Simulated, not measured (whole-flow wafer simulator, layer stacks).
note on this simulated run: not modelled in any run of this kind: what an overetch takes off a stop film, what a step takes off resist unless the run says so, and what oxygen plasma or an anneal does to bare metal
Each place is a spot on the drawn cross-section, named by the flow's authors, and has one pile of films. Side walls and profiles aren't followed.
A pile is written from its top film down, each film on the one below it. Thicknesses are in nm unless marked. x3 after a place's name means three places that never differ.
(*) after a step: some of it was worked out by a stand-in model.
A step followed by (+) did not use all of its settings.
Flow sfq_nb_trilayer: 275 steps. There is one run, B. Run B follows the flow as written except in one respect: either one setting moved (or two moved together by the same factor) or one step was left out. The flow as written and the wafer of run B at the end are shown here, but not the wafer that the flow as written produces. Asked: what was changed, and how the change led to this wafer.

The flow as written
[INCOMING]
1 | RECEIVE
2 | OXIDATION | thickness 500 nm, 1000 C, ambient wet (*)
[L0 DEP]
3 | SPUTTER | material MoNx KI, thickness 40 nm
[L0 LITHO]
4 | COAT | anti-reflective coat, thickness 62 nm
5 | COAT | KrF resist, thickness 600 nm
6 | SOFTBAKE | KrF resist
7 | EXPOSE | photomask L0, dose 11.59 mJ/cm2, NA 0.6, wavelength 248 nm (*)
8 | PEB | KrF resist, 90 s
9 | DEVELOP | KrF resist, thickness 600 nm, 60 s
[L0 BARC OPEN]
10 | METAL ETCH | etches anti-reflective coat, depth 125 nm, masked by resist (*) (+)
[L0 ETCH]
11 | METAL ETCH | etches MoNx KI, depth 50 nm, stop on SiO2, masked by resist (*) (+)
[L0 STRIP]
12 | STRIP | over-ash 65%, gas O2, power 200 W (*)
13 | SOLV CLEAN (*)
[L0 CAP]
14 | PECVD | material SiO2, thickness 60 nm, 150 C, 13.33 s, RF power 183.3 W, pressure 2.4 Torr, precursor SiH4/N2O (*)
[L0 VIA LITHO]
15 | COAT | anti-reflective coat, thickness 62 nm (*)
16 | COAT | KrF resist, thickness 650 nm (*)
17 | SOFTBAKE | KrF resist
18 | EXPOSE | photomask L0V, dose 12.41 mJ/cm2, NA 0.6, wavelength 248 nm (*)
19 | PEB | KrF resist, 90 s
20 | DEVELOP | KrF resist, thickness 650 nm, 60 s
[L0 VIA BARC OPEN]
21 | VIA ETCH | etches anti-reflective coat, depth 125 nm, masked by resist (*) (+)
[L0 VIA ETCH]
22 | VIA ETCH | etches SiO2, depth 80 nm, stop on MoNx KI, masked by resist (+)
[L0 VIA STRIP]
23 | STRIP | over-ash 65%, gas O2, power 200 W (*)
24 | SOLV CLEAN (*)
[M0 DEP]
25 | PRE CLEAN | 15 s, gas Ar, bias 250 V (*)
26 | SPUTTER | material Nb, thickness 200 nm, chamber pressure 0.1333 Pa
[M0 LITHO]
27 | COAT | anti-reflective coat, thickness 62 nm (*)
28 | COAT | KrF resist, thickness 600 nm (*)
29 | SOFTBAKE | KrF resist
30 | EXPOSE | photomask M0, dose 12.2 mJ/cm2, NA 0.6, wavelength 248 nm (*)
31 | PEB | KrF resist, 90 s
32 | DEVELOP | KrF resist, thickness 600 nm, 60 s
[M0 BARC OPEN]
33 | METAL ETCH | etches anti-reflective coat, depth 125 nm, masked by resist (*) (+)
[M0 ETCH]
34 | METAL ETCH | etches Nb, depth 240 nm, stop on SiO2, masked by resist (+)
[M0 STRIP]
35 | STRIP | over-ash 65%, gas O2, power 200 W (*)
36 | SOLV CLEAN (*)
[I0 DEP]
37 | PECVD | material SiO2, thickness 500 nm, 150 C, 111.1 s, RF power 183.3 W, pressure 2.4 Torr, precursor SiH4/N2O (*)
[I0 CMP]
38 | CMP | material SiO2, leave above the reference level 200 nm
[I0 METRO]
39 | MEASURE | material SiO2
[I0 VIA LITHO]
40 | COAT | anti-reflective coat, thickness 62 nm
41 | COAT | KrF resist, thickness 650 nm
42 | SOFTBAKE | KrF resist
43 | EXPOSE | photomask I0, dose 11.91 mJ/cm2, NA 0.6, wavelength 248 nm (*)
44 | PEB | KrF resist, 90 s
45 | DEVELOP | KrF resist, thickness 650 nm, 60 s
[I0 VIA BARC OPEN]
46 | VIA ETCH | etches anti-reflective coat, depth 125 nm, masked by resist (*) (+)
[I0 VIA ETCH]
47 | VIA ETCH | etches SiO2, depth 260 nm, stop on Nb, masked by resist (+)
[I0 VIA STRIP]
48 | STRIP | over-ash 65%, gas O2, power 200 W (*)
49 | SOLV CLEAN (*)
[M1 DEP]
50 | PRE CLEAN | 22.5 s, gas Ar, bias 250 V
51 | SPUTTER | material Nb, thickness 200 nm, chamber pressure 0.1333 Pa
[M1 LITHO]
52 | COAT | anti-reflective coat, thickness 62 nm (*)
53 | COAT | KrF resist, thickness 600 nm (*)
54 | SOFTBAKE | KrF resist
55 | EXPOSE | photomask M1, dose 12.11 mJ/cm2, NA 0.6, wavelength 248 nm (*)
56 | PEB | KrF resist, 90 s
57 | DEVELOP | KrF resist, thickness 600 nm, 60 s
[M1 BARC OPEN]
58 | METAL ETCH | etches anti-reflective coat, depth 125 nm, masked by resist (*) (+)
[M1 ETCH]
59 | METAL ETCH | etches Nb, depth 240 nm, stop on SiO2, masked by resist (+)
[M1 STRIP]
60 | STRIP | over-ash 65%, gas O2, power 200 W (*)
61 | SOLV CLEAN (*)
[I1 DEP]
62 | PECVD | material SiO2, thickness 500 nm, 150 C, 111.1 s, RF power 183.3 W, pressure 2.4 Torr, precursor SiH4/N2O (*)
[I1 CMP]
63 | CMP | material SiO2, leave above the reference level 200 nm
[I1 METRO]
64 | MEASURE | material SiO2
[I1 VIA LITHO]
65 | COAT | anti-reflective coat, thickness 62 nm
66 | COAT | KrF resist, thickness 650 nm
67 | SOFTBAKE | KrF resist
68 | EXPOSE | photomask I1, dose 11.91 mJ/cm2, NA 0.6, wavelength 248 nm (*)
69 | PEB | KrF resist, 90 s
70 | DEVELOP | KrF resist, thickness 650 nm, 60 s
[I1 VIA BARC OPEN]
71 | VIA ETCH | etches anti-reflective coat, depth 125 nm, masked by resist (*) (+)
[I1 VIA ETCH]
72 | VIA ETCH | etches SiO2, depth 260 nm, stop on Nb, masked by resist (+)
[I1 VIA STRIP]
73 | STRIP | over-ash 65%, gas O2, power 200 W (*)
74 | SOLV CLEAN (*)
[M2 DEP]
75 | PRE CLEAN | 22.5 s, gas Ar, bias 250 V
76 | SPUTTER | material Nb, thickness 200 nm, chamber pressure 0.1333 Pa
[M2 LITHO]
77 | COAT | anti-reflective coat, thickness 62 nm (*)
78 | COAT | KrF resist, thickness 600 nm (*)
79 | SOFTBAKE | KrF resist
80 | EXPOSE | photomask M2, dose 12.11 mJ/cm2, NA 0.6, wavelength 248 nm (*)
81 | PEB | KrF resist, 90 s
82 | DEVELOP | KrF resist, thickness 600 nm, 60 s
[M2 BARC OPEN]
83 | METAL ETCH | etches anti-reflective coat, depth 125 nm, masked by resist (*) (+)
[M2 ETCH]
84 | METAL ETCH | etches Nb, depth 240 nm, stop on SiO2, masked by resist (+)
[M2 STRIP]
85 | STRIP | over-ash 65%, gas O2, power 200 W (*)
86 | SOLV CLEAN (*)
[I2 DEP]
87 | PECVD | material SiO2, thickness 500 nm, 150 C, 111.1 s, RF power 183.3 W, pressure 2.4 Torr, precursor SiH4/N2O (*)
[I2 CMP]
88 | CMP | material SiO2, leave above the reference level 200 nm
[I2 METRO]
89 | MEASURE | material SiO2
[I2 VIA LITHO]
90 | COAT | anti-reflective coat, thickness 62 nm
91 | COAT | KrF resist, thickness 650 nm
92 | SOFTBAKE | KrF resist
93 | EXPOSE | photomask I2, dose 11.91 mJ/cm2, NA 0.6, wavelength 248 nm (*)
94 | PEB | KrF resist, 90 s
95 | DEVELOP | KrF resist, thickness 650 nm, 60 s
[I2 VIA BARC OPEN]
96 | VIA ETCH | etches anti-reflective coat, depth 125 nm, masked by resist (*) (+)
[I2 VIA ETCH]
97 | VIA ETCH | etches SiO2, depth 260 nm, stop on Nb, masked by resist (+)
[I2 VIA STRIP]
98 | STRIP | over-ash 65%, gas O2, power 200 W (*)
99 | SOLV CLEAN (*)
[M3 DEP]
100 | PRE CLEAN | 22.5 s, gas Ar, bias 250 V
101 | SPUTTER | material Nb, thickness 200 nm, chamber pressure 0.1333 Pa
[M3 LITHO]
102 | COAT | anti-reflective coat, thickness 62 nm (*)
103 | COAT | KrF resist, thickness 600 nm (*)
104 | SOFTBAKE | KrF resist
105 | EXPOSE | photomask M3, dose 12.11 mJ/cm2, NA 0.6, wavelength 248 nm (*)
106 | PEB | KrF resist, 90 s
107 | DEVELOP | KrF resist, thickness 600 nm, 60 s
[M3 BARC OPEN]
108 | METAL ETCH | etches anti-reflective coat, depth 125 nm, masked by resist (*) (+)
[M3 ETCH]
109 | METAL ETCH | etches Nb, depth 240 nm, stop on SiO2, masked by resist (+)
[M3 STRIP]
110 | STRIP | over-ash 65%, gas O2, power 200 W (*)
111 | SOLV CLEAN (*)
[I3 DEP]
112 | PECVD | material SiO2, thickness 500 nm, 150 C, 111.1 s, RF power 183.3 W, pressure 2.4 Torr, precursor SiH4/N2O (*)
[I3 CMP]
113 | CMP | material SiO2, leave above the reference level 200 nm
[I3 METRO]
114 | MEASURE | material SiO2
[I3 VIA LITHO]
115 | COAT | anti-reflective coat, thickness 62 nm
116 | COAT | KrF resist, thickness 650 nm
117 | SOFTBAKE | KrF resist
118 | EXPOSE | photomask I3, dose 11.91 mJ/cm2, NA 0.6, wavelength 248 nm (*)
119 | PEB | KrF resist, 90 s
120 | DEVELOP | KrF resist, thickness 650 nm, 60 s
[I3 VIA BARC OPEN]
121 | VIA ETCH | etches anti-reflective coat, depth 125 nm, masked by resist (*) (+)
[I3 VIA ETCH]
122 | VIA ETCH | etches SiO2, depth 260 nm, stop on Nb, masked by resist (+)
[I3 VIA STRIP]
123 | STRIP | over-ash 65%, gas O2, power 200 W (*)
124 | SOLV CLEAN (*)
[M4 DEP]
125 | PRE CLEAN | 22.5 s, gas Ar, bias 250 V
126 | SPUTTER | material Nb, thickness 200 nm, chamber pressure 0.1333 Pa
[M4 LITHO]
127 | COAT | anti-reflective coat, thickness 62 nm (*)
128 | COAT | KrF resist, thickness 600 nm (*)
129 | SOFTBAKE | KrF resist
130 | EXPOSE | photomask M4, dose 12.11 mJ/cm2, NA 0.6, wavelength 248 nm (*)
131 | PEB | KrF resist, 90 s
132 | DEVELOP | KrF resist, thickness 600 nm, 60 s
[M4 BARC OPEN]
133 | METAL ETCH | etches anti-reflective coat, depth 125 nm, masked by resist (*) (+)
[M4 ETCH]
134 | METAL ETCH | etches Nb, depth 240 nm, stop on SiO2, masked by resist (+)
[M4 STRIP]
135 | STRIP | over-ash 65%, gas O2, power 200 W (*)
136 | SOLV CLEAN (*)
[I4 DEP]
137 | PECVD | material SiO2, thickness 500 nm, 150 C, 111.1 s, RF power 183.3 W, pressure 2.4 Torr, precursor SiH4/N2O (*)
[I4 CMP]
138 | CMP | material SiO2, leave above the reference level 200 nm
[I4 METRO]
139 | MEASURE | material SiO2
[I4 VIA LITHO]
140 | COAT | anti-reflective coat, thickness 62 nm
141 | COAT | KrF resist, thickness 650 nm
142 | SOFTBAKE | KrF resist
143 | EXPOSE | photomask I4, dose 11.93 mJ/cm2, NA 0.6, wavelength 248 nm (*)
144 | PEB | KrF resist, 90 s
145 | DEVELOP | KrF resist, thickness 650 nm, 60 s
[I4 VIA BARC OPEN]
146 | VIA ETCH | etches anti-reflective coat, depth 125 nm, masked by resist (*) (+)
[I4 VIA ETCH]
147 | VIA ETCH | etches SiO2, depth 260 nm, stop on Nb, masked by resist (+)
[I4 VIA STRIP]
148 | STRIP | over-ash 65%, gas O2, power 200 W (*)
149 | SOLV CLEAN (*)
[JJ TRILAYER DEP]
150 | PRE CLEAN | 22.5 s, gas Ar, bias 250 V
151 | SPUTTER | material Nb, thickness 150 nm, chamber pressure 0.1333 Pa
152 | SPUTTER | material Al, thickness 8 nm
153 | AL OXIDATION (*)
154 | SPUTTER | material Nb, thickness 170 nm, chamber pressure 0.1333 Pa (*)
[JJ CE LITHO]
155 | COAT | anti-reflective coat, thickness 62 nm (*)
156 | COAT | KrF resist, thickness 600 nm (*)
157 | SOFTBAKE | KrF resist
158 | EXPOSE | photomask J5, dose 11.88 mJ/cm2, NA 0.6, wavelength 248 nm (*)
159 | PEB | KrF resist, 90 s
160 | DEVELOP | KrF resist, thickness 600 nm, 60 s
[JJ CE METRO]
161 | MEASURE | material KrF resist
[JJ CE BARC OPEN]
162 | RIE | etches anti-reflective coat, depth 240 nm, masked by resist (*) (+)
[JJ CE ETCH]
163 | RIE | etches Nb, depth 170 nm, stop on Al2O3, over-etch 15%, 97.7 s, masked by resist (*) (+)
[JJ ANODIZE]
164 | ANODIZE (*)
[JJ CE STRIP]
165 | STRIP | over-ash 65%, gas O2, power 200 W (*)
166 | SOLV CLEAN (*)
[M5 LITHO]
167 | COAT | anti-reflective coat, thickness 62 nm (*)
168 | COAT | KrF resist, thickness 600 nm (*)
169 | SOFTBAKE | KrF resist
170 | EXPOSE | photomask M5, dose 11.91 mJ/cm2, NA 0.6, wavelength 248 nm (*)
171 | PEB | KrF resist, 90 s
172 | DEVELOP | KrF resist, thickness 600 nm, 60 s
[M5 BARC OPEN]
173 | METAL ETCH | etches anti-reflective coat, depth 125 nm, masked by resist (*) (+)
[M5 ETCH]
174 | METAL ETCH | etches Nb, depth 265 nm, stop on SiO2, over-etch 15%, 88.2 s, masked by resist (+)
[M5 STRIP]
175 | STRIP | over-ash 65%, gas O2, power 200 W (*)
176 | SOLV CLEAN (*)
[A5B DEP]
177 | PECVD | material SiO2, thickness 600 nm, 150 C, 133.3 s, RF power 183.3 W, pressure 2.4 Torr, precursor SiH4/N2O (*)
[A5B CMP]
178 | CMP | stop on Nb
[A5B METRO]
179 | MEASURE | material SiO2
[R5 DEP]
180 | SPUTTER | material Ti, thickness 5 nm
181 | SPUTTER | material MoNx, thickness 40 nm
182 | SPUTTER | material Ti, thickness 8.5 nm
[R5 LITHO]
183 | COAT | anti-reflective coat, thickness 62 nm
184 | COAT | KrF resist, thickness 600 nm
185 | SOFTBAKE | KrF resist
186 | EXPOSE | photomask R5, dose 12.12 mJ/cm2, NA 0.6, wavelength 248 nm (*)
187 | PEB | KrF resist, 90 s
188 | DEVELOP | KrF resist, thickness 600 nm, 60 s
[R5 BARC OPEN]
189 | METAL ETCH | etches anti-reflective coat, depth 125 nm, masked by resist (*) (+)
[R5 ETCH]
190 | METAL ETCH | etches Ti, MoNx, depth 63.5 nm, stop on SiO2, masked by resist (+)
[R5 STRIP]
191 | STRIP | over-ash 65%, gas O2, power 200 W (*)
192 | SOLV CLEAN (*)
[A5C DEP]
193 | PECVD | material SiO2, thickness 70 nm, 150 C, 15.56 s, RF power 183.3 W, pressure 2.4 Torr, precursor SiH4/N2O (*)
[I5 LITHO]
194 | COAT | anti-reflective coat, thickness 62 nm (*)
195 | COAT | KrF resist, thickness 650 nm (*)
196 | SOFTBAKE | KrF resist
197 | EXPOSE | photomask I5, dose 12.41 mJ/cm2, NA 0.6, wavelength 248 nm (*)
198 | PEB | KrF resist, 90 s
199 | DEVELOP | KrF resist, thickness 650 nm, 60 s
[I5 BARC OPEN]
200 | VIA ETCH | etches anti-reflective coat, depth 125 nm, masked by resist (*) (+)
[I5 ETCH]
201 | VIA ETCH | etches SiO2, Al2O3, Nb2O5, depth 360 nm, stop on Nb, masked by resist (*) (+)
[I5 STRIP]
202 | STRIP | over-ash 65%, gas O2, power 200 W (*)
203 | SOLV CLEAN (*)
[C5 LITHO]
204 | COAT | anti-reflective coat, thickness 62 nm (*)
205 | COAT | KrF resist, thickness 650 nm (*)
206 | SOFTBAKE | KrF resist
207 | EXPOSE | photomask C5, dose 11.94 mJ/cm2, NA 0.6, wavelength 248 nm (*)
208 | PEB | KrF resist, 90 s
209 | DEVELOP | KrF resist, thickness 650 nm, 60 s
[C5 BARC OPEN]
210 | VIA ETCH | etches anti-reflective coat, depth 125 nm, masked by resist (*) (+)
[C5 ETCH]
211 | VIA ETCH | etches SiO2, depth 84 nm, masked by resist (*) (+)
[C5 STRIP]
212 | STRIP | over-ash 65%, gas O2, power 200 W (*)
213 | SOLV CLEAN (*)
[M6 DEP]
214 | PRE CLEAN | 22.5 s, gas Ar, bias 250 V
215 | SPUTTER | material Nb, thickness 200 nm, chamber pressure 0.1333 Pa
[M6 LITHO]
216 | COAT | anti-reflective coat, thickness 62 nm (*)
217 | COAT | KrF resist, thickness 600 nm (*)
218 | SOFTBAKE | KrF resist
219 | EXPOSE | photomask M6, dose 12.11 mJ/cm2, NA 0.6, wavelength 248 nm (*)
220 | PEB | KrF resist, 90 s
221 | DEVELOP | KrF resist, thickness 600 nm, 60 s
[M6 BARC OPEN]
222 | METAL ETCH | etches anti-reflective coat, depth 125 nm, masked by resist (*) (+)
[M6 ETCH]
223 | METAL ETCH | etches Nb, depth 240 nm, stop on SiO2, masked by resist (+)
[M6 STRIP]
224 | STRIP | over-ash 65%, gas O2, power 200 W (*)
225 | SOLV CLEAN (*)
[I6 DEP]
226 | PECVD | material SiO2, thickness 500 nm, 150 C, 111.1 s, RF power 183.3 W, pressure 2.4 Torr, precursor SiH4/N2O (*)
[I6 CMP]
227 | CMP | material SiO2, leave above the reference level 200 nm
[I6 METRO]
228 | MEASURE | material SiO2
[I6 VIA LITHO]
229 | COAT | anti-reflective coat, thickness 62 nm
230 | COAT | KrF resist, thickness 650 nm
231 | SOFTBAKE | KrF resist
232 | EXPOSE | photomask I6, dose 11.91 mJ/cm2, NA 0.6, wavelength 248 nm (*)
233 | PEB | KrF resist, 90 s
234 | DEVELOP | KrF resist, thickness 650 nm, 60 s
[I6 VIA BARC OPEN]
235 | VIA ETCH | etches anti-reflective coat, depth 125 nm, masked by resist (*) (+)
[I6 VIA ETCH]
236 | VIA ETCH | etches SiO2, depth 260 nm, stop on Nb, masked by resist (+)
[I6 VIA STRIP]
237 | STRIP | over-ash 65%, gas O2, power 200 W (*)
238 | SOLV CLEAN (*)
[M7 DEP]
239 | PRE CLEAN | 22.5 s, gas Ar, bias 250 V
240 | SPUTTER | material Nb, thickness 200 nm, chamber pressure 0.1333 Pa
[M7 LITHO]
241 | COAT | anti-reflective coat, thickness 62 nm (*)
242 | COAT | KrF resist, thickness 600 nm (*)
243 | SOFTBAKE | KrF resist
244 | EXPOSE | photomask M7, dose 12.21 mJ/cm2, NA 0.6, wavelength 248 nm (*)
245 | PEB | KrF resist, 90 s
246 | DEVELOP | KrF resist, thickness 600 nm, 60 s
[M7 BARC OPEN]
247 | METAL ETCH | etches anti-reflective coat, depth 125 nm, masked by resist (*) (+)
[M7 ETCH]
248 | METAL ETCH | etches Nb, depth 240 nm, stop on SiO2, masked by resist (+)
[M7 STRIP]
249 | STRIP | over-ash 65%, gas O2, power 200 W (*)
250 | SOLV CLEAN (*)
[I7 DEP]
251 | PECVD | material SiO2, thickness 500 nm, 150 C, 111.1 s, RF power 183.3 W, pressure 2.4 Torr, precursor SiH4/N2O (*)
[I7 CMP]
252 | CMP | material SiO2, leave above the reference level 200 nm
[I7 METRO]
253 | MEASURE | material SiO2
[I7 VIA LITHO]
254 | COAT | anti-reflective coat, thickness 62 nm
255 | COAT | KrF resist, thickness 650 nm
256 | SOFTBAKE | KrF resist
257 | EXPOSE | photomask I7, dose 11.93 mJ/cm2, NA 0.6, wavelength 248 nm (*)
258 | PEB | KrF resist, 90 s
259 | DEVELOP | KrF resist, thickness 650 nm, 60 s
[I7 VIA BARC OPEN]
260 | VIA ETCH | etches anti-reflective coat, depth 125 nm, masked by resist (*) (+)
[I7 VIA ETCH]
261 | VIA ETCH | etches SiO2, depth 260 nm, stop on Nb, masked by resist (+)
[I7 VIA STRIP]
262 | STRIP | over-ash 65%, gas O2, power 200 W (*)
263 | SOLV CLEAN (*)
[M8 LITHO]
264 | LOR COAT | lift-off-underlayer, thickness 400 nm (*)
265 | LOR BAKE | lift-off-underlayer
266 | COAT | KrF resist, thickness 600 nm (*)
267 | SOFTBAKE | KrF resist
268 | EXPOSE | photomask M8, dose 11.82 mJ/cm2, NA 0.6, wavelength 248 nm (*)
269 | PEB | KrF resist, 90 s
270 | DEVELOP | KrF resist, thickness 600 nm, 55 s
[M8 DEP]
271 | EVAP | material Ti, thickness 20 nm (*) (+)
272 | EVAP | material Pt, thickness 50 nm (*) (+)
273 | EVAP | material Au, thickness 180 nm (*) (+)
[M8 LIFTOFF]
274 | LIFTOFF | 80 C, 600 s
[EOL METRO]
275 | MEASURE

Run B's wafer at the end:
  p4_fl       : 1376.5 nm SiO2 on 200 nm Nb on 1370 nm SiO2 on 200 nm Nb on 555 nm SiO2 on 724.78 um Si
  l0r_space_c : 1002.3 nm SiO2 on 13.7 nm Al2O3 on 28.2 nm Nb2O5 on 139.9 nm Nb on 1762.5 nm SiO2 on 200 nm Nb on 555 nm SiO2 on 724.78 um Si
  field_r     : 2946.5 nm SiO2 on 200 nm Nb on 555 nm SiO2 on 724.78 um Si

The reason: step 152, SPUTTER: thickness 8.6 nm was run, though the flow has thickness 8 nm.

The path from the change to this, step by step:
  152 | SPUTTER | material Al, thickness 8 nm
      field_l, v_sur, via_sp and 100 more: Al gains 8.6 (new film) (as written it would have been: Al gains 8 (new film))
      via_w: Al gains 7.66 (new film) (as written it would have been: Al gains 7.12 (new film))
  164 | ANODIZE (*)
      field_l, v_sur, via_sp and 96 more: Al2O3 gains 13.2, Nb2O5 gains 28.2 (new film), Al loses 8.02 (all of it), Nb loses 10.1 (as written it would have been: Al2O3 gains 12.2, Nb2O5 gains 29.9 (new film), Al loses 7.42 (all of it), Nb loses 10.8)
      via_wl, via_wr: Al2O3 gains 8.16 (new film), Nb2O5 gains 38 (new film), Al loses 4.94 (all of it), Nb loses 13.7 (as written it would have been: Al2O3 gains 7.52 (new film), Nb2O5 gains 39.2 (new film), Al loses 4.56 (all of it), Nb loses 14.1)
      (and at 1 other place as well)
  167 | COAT | anti-reflective coat, thickness 62 nm (*)
      ce_l: anti-reflective coat gains 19 (new film) (as written it would have been: anti-reflective coat gains 19.6 (new film))
      ce_r: anti-reflective coat gains 19 (new film) (as written it would have been: anti-reflective coat gains 19.7 (new film))
  174 | METAL ETCH | etches Nb, depth 265 nm, stop on SiO2, over-etch 15%, 88.2 s, masked by resist (+)
      field_l, r_sur, res and 50 more: Al2O3 loses 13.6 (all of it), Nb2O5 loses 28.2 (all of it), Nb loses 139.9 (all of it), SiO2 loses 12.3 (as written it would have been: Al2O3 loses 12.6 (all of it), Nb2O5 loses 29.9 (all of it), Nb loses 139.2 (all of it), SiO2 loses 12.3)
  175 | STRIP | over-ash 65%, gas O2, power 200 W (*)
      ce_l: KrF resist loses 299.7 (all of it), anti-reflective coat loses 19 (all of it) (as written it would have been: KrF resist loses 299.6 (all of it), anti-reflective coat loses 19.6 (all of it))
      ce_r: KrF resist loses 299.9 (all of it), anti-reflective coat loses 19 (all of it) (as written it would have been: KrF resist loses 299.9 (all of it), anti-reflective coat loses 19.7 (all of it))
  201 | VIA ETCH | etches SiO2, Al2O3, Nb2O5, depth 360 nm, stop on Nb, masked by resist (*) (+)
      be: SiO2 loses 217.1 (all of it), Al2O3 loses 13.7 (all of it), Nb2O5 loses 28.2 (all of it) (as written it would have been: SiO2 loses 216.4 (all of it), Al2O3 loses 12.7 (all of it), Nb2O5 loses 29.9 (all of it))
